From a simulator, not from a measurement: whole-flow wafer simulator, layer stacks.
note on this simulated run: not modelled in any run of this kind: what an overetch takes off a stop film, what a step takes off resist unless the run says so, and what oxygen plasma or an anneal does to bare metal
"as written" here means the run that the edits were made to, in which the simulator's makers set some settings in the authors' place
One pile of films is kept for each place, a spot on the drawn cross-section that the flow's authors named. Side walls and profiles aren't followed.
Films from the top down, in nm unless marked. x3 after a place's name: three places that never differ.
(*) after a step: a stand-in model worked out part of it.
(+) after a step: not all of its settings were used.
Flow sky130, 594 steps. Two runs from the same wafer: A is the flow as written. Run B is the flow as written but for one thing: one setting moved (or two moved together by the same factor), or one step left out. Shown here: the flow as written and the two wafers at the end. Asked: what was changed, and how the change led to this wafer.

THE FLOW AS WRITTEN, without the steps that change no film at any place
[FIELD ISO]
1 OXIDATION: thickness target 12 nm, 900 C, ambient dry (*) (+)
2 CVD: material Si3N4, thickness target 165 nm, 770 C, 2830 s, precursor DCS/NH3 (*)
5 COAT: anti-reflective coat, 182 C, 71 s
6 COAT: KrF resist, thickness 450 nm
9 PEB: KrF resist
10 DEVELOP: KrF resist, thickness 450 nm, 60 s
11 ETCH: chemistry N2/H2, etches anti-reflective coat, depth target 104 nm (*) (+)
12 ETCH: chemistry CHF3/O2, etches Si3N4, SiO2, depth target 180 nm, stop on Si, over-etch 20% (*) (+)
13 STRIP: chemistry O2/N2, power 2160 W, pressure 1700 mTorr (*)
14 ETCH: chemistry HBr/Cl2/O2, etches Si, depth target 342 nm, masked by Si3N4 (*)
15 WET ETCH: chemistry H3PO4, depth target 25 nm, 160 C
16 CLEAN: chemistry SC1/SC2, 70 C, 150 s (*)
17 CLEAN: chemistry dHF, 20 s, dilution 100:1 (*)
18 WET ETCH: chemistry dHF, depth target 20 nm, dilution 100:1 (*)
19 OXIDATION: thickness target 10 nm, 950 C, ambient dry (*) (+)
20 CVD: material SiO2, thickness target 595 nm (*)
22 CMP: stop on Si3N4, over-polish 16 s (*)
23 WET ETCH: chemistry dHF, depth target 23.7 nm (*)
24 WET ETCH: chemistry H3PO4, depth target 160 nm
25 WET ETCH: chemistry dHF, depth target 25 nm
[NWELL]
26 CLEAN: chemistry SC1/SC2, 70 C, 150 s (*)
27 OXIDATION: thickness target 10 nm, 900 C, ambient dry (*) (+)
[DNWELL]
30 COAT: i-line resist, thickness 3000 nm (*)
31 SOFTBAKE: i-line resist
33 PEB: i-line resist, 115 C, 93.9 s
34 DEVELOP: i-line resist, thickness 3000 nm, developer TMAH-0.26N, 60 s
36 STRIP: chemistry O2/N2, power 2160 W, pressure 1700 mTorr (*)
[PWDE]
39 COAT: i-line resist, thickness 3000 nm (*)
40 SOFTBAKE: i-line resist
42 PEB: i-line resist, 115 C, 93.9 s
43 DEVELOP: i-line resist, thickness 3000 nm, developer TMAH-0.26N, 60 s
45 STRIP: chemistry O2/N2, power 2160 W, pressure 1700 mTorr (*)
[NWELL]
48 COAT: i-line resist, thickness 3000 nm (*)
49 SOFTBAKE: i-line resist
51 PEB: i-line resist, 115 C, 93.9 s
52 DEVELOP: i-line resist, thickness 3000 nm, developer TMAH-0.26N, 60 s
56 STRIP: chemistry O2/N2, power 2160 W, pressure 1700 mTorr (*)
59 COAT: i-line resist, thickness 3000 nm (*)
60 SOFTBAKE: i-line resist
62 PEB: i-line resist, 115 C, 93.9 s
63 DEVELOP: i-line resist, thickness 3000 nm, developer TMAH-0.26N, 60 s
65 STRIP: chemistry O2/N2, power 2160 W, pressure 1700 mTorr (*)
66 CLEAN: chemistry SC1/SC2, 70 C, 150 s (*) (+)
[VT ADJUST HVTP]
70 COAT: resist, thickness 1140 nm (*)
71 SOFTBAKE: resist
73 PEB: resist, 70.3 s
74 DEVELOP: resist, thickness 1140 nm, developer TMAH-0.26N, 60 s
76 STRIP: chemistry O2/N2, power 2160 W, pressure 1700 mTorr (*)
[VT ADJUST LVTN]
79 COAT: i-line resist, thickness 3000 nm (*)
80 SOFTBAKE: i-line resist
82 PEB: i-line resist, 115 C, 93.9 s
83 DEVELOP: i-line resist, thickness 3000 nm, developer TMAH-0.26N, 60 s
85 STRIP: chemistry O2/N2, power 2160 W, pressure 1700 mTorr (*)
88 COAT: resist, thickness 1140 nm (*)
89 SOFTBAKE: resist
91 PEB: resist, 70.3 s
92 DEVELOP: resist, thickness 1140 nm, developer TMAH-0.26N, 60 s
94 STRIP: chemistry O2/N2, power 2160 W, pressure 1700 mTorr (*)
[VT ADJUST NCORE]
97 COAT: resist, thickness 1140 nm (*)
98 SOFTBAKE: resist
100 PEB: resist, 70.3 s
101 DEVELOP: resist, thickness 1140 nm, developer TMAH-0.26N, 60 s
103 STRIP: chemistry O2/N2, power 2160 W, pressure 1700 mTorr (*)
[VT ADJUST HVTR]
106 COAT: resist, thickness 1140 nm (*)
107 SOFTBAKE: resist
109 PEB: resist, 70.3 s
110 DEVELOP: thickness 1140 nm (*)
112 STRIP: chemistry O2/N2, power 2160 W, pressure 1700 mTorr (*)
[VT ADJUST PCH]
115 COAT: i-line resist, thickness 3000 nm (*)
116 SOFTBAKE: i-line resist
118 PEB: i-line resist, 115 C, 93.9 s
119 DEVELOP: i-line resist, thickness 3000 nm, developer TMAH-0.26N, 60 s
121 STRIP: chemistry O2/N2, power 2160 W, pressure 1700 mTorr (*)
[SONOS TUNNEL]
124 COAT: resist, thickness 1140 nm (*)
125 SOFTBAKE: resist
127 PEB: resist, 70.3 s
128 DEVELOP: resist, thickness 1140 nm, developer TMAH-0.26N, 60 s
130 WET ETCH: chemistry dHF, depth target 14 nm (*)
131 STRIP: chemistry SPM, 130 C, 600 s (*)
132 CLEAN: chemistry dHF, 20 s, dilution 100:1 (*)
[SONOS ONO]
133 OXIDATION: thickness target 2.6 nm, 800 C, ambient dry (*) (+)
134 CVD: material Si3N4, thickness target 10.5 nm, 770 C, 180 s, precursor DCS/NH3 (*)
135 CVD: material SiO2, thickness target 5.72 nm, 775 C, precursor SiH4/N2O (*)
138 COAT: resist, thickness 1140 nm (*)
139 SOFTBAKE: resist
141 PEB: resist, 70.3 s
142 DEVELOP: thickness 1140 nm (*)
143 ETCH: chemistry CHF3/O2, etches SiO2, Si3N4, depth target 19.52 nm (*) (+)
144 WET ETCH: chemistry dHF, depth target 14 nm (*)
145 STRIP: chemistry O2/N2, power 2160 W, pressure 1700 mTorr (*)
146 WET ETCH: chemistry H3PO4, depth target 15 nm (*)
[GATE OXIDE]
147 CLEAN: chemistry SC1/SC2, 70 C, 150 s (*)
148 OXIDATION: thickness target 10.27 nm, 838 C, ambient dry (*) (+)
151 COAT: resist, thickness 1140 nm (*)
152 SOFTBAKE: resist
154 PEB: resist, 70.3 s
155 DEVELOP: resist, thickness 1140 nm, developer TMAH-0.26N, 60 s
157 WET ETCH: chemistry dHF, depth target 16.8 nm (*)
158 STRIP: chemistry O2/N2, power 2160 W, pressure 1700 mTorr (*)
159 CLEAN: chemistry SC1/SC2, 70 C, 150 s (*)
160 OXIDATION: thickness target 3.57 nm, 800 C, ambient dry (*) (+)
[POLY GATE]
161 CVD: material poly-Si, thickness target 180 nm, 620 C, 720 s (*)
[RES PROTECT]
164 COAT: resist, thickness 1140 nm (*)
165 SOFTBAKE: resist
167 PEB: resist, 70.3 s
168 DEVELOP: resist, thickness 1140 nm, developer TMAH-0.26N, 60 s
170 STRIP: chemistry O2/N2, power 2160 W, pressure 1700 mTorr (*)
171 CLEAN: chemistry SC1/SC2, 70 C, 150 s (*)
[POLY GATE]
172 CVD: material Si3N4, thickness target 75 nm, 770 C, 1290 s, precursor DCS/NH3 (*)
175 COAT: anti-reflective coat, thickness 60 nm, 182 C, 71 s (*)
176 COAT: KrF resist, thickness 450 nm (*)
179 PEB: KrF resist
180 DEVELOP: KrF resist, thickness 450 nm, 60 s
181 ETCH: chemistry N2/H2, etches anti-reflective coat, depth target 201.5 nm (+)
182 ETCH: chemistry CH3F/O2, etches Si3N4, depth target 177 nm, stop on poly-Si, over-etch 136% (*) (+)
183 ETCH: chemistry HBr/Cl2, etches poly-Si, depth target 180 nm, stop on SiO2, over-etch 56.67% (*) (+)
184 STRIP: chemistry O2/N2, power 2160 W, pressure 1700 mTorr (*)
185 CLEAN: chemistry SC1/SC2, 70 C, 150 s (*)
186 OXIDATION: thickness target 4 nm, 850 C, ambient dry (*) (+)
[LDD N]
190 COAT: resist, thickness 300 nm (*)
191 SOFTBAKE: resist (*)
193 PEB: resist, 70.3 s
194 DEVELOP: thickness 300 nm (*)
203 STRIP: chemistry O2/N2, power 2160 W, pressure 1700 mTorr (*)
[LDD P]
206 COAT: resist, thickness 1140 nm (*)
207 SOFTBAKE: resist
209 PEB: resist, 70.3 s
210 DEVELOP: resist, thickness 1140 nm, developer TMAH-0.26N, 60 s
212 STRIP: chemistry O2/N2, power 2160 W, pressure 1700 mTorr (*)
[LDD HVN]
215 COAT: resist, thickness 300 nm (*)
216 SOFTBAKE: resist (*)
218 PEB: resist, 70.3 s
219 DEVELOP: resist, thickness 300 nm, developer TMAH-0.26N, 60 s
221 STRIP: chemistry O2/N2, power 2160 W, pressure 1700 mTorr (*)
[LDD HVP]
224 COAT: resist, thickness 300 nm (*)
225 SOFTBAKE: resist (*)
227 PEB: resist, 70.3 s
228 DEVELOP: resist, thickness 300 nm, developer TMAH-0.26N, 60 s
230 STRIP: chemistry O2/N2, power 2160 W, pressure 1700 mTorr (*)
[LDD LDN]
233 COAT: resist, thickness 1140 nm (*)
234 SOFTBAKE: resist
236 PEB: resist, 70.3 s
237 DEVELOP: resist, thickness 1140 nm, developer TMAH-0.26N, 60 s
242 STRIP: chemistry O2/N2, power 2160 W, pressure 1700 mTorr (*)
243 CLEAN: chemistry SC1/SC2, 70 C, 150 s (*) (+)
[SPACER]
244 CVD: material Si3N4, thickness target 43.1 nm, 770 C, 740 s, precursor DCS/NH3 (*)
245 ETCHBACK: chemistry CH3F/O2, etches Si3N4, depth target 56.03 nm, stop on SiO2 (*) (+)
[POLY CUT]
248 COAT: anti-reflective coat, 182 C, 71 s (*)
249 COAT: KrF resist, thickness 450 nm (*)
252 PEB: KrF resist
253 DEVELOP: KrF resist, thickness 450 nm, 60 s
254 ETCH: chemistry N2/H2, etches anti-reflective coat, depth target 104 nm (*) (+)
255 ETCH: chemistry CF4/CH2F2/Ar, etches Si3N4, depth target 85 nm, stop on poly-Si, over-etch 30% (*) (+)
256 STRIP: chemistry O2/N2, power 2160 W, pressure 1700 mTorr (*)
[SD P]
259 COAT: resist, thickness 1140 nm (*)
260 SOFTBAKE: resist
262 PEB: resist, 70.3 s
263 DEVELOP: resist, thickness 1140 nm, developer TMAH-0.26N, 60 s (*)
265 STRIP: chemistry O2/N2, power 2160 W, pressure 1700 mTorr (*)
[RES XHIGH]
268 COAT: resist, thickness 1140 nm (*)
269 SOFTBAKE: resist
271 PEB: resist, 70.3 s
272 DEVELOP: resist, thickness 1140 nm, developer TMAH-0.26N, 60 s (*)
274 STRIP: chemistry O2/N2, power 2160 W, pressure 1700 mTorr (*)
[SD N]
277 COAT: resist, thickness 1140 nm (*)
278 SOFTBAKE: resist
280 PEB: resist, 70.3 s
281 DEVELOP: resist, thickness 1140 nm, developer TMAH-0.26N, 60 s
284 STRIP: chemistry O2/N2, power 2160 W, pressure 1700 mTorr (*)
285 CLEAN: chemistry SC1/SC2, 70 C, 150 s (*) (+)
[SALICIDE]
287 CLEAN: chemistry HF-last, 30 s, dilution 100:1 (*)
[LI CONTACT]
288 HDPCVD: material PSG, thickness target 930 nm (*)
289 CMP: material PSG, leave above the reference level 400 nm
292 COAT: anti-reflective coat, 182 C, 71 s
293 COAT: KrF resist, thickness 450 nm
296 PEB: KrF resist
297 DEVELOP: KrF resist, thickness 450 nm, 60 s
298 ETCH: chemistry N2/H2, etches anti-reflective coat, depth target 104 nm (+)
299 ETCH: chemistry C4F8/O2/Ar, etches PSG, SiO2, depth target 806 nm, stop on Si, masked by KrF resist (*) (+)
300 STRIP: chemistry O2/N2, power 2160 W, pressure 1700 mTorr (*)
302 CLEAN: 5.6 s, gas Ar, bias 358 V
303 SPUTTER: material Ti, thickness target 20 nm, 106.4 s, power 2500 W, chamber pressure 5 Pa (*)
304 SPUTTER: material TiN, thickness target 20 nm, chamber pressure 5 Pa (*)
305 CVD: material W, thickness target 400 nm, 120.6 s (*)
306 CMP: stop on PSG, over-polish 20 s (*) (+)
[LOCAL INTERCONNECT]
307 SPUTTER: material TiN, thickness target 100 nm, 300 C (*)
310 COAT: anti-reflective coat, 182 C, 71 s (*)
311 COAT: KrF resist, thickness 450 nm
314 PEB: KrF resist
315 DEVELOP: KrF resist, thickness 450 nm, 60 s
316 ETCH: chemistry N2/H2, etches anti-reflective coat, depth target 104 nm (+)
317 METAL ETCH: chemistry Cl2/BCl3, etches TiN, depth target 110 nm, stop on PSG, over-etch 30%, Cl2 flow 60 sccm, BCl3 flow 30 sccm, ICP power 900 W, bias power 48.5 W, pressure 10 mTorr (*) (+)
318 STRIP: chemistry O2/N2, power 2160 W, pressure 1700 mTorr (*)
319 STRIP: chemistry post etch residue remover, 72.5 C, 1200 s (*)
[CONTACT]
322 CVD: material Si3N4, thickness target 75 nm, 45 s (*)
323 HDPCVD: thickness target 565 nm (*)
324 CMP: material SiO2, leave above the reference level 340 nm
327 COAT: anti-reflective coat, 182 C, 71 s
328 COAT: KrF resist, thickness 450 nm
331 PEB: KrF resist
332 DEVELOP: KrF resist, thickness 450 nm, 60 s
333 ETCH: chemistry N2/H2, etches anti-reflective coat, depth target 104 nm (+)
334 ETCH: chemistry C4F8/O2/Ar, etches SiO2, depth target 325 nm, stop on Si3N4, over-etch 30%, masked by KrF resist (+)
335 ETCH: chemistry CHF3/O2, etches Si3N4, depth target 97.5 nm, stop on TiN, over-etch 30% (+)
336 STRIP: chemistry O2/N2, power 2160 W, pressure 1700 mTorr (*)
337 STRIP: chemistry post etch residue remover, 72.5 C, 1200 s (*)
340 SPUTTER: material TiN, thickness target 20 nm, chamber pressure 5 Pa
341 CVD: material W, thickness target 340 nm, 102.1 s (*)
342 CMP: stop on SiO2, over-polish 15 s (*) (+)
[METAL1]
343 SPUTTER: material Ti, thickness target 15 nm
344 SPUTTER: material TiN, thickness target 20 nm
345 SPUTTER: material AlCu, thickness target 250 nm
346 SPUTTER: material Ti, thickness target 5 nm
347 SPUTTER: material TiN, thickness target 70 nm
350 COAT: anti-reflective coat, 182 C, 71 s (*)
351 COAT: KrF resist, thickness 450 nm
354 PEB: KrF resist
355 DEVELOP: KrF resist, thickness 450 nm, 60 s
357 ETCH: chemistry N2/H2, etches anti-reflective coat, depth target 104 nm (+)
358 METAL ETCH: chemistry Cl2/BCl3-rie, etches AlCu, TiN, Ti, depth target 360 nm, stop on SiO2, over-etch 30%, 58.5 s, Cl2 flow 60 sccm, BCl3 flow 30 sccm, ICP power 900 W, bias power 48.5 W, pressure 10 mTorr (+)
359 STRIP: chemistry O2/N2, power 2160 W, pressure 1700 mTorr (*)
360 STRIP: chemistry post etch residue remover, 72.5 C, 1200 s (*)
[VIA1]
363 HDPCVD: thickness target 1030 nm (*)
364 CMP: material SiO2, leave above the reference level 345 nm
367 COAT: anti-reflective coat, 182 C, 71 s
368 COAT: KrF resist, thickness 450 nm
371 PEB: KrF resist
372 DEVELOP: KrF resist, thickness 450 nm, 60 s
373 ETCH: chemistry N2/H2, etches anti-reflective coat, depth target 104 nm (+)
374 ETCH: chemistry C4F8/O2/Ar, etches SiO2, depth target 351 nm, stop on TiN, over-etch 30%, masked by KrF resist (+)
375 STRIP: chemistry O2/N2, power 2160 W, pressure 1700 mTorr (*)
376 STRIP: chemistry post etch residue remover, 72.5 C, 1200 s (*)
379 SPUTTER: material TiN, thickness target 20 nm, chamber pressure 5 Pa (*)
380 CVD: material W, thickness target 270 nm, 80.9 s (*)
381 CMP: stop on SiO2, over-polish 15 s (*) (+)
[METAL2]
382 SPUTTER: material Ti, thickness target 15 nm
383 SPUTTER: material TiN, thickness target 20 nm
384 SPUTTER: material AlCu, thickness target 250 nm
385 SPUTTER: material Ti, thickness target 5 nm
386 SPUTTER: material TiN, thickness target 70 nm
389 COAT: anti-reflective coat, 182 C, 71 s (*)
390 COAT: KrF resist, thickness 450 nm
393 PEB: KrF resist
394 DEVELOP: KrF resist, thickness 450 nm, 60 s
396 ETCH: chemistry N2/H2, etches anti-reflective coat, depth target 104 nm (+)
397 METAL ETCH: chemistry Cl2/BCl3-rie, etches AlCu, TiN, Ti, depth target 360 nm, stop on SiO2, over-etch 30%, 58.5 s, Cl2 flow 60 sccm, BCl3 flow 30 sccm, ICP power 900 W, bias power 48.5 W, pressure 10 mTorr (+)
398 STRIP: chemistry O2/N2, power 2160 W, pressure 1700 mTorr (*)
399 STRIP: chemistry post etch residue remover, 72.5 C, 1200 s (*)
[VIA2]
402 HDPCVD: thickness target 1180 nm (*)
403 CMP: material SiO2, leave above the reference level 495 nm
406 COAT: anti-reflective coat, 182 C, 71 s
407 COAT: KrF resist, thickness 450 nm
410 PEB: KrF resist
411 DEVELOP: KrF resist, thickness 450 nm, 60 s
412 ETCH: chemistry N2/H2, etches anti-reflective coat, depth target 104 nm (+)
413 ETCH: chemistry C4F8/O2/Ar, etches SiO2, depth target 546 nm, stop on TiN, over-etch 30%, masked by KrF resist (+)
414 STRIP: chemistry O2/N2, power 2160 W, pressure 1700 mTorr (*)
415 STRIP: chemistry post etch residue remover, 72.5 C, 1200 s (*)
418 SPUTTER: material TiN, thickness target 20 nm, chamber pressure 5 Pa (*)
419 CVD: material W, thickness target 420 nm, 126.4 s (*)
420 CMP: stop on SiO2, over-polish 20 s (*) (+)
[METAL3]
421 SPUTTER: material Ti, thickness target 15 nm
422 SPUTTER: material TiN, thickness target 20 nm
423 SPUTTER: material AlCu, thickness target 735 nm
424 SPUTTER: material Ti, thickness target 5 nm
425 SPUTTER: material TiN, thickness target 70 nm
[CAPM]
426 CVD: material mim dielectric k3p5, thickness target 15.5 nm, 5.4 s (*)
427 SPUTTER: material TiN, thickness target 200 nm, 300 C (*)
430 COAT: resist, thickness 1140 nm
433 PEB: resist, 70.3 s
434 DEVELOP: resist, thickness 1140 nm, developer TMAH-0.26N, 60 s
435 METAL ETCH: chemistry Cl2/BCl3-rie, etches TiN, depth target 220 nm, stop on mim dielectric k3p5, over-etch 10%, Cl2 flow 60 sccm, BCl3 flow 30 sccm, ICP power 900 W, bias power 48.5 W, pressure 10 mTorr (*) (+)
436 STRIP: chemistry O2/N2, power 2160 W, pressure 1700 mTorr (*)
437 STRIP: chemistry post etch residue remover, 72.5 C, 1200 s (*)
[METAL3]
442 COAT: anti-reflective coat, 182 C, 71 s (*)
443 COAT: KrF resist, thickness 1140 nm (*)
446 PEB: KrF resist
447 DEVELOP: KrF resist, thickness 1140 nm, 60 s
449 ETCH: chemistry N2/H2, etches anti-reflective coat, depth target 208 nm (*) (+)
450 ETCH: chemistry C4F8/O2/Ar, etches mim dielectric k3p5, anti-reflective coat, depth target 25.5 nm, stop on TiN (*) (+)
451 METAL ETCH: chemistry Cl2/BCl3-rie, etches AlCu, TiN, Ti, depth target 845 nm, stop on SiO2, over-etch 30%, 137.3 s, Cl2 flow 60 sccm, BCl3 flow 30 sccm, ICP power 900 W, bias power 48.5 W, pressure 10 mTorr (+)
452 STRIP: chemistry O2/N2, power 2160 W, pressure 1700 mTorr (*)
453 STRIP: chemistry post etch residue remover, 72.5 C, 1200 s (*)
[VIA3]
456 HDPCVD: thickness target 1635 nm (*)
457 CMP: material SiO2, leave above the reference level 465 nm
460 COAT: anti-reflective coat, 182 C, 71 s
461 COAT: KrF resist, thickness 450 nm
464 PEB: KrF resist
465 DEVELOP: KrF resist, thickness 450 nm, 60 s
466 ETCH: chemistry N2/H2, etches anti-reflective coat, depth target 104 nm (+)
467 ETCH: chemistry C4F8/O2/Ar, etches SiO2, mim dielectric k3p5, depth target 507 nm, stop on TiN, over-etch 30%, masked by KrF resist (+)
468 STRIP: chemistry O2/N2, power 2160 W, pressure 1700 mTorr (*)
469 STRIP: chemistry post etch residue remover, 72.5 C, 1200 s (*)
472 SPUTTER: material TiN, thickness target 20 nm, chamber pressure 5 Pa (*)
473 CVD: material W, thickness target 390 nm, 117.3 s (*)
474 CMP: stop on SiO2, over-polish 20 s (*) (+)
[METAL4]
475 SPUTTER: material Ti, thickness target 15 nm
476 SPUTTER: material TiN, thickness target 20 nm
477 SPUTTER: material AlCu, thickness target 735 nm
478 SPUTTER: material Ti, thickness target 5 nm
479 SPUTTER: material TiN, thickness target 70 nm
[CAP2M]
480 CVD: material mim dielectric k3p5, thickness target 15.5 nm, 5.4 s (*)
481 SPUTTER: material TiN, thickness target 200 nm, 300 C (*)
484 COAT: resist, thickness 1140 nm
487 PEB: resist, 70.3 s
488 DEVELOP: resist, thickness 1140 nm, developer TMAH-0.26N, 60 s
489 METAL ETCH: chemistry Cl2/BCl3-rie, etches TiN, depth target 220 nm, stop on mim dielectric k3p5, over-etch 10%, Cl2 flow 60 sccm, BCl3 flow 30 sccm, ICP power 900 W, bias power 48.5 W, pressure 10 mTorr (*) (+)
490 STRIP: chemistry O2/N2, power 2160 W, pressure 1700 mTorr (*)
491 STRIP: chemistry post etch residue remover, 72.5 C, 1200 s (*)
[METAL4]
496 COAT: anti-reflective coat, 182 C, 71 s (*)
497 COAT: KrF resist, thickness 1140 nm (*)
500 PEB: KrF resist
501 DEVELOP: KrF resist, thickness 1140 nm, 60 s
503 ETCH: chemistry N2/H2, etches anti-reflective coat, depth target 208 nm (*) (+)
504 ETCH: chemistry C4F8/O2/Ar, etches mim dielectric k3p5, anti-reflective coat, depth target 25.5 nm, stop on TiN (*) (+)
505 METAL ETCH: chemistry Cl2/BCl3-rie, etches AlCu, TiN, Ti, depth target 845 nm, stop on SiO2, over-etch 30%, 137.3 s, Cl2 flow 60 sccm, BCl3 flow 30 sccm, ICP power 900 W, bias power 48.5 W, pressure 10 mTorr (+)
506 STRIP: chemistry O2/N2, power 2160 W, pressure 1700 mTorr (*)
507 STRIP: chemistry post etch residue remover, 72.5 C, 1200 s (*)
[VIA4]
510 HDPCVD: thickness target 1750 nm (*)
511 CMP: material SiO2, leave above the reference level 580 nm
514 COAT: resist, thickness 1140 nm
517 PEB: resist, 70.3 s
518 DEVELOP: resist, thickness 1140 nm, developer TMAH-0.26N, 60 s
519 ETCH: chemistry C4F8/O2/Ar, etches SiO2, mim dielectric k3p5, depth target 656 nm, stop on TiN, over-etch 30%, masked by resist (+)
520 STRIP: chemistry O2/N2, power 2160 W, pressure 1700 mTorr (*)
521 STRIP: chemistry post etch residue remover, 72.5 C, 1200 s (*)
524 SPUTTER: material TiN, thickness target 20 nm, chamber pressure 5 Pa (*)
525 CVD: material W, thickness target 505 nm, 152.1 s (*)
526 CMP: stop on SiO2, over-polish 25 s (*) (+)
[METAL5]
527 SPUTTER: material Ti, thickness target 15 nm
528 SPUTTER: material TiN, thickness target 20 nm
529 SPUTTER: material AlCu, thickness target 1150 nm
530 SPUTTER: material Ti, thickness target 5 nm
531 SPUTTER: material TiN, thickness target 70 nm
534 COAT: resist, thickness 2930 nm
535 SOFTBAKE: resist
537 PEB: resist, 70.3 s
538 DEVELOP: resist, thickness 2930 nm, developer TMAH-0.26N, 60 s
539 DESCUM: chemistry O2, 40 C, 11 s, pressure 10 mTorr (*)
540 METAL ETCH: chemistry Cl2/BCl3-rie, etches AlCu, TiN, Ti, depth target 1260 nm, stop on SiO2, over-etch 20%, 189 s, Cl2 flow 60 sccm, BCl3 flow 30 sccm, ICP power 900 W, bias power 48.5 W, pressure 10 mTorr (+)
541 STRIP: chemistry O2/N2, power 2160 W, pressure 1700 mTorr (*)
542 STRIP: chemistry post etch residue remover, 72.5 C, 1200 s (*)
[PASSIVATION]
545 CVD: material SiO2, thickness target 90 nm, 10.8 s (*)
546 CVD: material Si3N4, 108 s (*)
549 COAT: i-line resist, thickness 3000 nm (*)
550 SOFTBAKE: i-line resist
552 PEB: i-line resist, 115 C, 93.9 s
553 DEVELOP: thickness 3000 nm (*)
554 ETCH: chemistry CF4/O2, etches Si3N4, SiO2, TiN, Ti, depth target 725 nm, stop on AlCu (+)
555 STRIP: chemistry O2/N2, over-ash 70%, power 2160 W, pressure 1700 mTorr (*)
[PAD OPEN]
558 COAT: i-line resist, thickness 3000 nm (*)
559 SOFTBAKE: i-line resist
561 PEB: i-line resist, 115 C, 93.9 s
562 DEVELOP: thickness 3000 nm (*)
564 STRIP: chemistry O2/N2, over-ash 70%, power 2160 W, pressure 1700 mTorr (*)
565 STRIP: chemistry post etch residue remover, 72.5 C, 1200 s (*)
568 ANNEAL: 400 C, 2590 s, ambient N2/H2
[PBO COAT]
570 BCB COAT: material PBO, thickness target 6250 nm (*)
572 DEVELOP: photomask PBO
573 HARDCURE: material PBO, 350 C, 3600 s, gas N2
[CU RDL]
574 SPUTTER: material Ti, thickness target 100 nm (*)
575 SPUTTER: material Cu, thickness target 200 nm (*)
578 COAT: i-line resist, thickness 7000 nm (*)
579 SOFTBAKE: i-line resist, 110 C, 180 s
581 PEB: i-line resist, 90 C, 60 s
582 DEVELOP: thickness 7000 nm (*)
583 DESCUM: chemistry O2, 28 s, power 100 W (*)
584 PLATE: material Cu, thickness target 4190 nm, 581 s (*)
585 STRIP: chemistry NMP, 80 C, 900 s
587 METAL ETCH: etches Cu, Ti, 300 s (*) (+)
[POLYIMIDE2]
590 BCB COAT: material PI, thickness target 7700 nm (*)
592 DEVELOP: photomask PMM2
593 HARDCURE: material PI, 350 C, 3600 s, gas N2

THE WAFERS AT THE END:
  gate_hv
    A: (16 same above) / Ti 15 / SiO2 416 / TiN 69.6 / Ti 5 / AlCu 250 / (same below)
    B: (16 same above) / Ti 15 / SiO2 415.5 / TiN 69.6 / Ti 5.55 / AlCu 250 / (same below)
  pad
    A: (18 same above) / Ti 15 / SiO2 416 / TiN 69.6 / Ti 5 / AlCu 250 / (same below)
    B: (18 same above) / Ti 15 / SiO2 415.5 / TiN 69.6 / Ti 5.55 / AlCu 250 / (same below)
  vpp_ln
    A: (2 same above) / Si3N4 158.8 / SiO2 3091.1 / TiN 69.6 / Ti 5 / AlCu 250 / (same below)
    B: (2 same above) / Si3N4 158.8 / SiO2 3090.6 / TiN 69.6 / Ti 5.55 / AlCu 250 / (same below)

The cause: step 385, SPUTTER: thickness target 5.55 nm was run, where the flow has thickness target 5 nm.
It can be read off the wafer: gate_hv has Ti 5.55, and step 385 as written asks for 5 nm.

How the change led to this, step by step:
  385 SPUTTER: material Ti, thickness target 5 nm
      field, active, n_well and 188 more: A Ti +5 (new film) | B Ti +5.55 (new film)
  397 METAL ETCH: chemistry Cl2/BCl3-rie, etches AlCu, TiN, Ti, depth target 360 nm, stop on SiO2, over-etch 30%, 58.5 s, Cl2 flow 60 sccm, BCl3 flow 30 sccm, ICP power 900 W, bias power 48.5 W, pressure 10 mTorr (+)
      field, active, gate and 82 more: A TiN -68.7 (all of it), Ti -5 (all of it), AlCu -250 (all of it), TiN -20 (all of it), Ti -15 (all of it), SiO2 -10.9 | B TiN -68.7 (all of it), Ti -5.55 (all of it), AlCu -250 (all of it), TiN -20 (all of it), Ti -15 (all of it), SiO2 -10.9
